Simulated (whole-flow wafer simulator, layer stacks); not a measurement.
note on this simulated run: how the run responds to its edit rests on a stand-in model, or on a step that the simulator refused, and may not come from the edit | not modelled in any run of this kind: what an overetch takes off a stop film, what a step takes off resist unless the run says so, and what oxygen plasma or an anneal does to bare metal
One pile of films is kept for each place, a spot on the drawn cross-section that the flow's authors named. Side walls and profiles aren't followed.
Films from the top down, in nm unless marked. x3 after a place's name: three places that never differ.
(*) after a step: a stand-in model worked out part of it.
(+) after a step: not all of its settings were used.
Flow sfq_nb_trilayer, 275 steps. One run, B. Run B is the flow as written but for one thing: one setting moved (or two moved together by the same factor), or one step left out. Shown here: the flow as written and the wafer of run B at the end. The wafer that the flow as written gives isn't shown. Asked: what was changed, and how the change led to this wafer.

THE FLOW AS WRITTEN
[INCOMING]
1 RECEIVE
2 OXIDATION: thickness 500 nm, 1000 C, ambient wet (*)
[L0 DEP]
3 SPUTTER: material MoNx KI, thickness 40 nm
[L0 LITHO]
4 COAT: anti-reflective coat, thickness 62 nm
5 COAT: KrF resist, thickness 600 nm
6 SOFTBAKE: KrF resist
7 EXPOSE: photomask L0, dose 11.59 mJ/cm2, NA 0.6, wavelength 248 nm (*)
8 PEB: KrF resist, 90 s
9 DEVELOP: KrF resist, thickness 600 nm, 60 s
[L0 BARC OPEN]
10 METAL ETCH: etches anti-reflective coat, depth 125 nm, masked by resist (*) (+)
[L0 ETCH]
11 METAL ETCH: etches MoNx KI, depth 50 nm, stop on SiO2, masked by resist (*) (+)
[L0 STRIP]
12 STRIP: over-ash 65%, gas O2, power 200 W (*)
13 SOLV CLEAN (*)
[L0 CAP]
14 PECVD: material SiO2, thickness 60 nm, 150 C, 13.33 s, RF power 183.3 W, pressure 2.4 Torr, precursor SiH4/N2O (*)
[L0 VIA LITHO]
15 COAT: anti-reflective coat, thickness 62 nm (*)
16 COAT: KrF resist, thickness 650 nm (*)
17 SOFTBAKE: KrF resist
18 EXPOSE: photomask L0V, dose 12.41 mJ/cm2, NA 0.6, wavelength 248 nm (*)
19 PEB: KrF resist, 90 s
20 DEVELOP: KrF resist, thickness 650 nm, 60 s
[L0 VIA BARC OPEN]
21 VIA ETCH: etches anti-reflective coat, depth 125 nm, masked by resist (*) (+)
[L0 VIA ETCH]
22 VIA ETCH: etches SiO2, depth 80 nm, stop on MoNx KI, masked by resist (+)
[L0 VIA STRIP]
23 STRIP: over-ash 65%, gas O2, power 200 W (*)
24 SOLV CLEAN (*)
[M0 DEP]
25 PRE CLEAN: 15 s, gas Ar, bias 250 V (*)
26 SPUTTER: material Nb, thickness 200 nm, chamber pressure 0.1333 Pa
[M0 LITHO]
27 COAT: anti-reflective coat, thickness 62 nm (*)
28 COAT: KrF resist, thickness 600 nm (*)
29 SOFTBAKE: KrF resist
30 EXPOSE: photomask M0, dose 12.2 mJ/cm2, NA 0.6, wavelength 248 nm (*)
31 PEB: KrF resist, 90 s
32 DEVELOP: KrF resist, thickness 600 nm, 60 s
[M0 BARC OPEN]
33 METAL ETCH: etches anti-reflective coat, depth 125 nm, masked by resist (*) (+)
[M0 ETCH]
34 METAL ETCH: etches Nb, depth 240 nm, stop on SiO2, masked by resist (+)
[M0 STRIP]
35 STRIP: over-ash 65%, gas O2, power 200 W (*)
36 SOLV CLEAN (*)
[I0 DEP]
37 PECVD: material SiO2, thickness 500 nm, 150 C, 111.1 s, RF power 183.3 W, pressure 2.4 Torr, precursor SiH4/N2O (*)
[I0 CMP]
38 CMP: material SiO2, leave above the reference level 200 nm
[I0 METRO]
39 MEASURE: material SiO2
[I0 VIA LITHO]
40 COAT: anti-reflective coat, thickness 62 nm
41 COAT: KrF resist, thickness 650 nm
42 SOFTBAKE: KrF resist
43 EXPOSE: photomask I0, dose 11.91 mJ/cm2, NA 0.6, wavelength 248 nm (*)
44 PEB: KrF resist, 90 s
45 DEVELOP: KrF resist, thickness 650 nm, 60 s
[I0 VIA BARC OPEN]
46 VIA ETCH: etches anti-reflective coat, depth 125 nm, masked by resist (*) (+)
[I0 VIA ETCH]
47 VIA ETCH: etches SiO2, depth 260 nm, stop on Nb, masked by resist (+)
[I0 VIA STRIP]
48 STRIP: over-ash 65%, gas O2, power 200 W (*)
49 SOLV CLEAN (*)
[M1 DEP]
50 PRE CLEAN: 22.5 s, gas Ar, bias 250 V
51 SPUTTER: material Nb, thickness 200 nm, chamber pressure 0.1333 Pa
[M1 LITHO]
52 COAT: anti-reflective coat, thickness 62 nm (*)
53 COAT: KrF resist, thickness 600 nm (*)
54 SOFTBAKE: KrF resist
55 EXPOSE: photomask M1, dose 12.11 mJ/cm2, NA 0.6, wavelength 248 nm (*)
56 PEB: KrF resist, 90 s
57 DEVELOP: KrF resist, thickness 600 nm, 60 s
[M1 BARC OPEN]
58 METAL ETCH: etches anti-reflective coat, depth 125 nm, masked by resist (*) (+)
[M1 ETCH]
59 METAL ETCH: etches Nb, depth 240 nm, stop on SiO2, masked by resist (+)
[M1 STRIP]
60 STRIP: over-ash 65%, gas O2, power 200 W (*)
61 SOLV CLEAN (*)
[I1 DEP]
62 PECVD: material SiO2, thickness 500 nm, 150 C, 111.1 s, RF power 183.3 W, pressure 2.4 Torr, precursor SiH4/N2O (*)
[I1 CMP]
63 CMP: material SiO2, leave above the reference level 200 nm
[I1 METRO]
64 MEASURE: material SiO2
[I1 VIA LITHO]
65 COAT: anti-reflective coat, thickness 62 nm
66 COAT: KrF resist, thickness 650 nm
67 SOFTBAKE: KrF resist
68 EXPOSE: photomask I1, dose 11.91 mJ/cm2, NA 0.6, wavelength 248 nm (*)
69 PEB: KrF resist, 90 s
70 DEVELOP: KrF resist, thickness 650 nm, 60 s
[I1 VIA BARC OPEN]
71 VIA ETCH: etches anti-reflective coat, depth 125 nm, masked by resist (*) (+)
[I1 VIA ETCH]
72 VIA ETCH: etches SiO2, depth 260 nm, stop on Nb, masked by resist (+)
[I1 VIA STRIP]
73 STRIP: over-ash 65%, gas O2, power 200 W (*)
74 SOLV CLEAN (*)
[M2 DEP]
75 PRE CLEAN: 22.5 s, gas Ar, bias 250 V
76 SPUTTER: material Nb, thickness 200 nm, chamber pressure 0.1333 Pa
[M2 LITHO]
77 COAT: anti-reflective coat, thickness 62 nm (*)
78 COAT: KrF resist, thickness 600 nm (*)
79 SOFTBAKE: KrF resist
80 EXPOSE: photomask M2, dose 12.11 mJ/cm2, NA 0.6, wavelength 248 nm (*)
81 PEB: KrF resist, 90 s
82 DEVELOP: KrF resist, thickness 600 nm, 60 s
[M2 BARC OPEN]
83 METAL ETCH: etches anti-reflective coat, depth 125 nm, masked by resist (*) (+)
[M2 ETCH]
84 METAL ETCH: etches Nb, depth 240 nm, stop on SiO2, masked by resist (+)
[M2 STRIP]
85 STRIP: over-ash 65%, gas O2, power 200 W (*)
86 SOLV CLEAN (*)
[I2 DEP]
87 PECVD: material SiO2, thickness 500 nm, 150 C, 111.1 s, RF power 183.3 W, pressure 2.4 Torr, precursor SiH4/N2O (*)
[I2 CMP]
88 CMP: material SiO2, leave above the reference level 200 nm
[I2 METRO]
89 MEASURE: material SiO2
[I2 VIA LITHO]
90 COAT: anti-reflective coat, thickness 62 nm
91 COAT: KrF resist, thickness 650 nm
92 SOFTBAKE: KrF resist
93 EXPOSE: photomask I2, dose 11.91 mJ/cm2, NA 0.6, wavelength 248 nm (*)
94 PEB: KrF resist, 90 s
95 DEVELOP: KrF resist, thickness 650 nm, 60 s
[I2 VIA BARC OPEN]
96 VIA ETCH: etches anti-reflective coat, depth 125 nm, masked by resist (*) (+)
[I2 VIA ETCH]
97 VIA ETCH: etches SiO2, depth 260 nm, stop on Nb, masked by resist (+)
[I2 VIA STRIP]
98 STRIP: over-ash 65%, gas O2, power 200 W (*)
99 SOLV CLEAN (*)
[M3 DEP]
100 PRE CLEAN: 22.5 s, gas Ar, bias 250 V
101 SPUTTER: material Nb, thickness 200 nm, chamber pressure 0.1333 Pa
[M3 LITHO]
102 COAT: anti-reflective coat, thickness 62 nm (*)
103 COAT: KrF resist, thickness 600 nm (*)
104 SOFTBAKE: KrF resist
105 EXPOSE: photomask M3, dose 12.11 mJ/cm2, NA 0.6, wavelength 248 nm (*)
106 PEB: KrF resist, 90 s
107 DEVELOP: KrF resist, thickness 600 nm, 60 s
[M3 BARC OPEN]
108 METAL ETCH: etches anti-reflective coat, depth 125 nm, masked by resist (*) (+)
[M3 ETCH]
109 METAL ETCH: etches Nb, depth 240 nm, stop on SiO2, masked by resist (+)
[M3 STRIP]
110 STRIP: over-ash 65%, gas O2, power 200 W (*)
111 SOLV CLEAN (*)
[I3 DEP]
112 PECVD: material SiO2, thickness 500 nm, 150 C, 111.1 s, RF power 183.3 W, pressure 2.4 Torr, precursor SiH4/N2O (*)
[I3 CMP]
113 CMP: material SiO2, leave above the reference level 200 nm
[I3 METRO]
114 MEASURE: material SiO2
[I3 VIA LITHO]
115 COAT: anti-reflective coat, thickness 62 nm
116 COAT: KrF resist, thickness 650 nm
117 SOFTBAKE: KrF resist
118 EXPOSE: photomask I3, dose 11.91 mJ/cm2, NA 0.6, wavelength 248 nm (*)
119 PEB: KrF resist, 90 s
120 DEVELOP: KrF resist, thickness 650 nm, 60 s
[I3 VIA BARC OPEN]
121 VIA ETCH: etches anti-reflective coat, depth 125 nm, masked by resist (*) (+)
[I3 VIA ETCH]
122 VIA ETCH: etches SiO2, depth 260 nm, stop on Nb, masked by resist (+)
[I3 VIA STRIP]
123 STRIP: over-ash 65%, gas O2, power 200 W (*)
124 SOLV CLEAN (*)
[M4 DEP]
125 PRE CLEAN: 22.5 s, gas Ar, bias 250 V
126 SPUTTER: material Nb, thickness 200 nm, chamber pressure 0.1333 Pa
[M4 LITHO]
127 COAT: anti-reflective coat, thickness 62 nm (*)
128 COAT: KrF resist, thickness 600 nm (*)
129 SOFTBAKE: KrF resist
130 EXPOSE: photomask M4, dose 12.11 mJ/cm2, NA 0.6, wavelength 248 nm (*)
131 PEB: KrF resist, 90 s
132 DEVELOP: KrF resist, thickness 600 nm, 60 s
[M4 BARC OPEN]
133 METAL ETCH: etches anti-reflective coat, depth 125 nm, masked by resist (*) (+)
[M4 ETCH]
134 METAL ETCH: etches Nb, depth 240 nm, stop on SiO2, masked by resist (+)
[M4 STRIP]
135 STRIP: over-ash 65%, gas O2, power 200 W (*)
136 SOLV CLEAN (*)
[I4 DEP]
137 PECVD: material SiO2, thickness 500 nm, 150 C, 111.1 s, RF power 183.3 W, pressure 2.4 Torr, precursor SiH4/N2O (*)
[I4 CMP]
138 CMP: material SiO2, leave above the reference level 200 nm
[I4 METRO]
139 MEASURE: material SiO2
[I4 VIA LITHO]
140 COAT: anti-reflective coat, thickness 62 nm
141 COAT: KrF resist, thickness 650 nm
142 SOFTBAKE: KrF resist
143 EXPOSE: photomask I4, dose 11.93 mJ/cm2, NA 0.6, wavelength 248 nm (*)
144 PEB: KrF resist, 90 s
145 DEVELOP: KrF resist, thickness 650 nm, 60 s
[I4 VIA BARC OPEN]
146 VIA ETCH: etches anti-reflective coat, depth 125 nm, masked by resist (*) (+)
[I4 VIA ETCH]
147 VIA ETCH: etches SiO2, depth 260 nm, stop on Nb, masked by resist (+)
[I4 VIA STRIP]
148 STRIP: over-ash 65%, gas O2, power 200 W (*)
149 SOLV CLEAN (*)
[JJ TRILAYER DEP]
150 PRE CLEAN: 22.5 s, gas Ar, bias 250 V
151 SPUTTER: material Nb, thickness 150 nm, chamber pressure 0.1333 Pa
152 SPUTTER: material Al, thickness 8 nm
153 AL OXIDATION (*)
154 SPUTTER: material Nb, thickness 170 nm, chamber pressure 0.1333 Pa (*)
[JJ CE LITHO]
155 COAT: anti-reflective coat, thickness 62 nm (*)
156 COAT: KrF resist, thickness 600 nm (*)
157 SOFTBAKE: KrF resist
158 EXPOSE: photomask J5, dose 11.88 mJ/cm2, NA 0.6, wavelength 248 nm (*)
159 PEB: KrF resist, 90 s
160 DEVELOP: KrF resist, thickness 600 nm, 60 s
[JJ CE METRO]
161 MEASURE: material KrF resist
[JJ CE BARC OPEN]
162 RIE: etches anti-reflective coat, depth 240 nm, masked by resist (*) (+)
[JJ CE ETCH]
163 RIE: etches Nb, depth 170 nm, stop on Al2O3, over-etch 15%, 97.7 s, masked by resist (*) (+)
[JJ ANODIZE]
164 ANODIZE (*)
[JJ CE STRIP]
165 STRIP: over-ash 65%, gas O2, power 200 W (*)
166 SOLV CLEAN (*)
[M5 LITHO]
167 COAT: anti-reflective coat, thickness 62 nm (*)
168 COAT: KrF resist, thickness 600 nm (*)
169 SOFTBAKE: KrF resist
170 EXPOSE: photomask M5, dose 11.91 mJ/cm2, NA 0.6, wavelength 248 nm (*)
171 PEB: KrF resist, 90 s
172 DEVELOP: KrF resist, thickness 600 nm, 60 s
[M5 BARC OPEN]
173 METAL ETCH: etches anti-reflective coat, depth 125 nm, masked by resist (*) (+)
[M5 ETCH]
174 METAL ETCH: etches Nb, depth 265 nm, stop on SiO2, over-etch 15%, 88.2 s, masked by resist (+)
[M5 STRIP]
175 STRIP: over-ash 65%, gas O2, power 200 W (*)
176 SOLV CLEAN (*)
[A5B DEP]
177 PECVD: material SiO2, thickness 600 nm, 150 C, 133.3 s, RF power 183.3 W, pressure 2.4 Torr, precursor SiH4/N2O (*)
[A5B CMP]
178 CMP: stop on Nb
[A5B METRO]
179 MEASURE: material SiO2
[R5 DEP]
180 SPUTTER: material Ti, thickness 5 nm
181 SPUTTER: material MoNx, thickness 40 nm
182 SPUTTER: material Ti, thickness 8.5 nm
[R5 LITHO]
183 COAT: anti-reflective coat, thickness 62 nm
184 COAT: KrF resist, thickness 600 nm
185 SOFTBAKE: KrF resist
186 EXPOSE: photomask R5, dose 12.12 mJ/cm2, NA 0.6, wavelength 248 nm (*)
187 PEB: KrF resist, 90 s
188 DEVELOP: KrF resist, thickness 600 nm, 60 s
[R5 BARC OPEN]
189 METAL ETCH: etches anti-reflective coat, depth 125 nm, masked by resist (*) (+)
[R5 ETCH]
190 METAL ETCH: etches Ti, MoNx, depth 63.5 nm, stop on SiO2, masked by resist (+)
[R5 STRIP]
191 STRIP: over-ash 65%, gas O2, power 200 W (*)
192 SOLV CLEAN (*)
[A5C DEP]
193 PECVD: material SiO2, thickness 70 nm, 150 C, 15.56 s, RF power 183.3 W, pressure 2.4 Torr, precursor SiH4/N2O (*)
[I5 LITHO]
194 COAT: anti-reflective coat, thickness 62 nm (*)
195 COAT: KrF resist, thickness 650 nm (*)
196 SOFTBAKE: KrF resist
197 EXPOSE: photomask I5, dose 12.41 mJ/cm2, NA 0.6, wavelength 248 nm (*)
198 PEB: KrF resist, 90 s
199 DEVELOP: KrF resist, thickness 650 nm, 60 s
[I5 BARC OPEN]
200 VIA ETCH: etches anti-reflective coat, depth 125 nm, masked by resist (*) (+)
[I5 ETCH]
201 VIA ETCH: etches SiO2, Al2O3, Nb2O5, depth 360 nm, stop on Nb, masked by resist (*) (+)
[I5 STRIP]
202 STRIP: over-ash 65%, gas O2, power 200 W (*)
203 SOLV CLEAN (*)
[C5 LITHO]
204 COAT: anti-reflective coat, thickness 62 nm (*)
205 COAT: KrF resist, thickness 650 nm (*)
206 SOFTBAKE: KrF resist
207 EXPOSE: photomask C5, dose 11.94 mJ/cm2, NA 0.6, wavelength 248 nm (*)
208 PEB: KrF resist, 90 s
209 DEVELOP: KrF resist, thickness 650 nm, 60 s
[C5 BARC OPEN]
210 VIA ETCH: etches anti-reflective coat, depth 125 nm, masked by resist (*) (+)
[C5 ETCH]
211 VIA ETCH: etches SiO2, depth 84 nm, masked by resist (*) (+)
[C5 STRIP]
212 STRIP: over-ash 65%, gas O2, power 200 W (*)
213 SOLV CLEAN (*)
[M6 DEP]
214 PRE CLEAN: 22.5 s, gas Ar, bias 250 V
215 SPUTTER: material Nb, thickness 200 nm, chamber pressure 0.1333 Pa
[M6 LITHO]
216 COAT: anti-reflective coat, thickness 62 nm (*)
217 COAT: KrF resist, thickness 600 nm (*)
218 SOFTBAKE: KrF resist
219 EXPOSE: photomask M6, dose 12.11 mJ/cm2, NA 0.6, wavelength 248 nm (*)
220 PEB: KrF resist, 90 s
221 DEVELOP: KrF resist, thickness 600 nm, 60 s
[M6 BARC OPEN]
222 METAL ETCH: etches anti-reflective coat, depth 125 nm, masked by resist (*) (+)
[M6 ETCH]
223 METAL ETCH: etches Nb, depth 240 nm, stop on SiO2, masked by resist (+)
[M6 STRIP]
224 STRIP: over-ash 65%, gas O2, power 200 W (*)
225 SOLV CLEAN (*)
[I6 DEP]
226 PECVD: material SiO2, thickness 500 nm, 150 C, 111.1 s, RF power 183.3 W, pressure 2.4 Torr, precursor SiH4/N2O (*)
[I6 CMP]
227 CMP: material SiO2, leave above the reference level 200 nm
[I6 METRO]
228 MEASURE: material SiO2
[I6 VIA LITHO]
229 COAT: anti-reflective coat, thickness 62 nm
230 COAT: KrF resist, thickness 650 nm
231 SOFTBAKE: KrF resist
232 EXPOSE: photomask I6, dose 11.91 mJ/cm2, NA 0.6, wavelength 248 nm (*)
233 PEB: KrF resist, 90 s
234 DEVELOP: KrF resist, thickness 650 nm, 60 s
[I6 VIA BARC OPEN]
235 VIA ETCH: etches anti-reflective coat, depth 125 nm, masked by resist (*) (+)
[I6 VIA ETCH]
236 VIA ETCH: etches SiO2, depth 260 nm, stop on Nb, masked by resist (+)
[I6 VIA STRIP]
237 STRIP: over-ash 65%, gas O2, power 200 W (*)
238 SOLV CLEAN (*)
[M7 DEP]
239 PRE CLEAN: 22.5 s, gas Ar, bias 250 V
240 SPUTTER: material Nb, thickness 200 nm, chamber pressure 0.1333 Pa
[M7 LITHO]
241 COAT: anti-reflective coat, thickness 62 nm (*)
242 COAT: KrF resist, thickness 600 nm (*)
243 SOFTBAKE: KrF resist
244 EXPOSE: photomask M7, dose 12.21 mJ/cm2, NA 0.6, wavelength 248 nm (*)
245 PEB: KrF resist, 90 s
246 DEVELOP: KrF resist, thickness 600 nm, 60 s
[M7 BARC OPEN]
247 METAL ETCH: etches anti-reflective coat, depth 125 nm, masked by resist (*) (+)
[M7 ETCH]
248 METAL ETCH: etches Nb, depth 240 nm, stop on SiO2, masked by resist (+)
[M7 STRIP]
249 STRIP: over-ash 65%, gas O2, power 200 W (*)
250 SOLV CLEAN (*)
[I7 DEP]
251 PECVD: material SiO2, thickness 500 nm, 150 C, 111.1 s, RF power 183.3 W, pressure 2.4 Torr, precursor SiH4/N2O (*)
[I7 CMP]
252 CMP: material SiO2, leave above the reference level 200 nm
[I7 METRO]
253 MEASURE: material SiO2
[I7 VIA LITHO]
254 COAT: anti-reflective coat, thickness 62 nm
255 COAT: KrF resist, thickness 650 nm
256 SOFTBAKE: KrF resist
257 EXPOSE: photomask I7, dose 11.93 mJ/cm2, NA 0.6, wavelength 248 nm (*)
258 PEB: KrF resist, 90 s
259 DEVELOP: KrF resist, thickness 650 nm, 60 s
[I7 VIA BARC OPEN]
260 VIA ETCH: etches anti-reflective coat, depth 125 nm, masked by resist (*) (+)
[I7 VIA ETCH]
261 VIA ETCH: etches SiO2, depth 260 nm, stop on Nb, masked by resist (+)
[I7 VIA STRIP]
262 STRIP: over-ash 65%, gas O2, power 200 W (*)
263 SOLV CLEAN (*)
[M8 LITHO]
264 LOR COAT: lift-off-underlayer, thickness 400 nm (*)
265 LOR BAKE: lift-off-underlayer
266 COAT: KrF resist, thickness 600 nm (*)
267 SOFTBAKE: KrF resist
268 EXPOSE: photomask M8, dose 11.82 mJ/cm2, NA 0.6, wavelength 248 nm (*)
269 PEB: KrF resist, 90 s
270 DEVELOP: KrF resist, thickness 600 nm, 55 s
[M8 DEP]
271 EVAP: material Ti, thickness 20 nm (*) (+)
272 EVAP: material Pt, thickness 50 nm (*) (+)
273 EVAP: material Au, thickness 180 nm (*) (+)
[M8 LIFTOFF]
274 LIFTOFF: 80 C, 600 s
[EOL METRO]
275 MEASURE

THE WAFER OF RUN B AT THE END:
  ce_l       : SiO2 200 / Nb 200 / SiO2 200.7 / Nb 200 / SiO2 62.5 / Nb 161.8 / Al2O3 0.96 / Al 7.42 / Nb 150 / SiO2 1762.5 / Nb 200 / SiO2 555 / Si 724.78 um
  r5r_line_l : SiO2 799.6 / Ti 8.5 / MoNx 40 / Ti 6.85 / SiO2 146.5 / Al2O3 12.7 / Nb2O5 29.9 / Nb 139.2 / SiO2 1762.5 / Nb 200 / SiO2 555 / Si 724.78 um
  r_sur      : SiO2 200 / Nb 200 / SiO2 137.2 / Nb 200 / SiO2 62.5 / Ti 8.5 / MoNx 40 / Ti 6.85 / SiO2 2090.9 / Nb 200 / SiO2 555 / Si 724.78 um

The cause: step 180, SPUTTER: thickness 6.85 nm was run, where the flow has thickness 5 nm.
It can be read off the wafer: r5r_line_l has Ti 6.85, and step 180 as written asks for 5 nm.

How the change led to this, step by step:
  180 SPUTTER: material Ti, thickness 5 nm
      field_l, v_sur, via_wl and 103 more: Ti +6.85 (new film) (as written it would be: Ti +5 (new film))
  190 METAL ETCH: etches Ti, MoNx, depth 63.5 nm, stop on SiO2, masked by resist (+)
      field_l, v_sur, via_wl and 92 more: Ti -8.5 (all of it), MoNx -40 (all of it), Ti -6.85 (all of it) (as written it would be: Ti -8.5 (all of it), MoNx -40 (all of it), Ti -5 (all of it))
      ce_l, c5j, ce_r, wl_jj: Ti -8.5 (all of it), MoNx -40 (all of it), Ti -6.85 (all of it), Nb -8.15 (as written it would be: Ti -8.5 (all of it), MoNx -40 (all of it), Ti -5 (all of it), Nb -10)
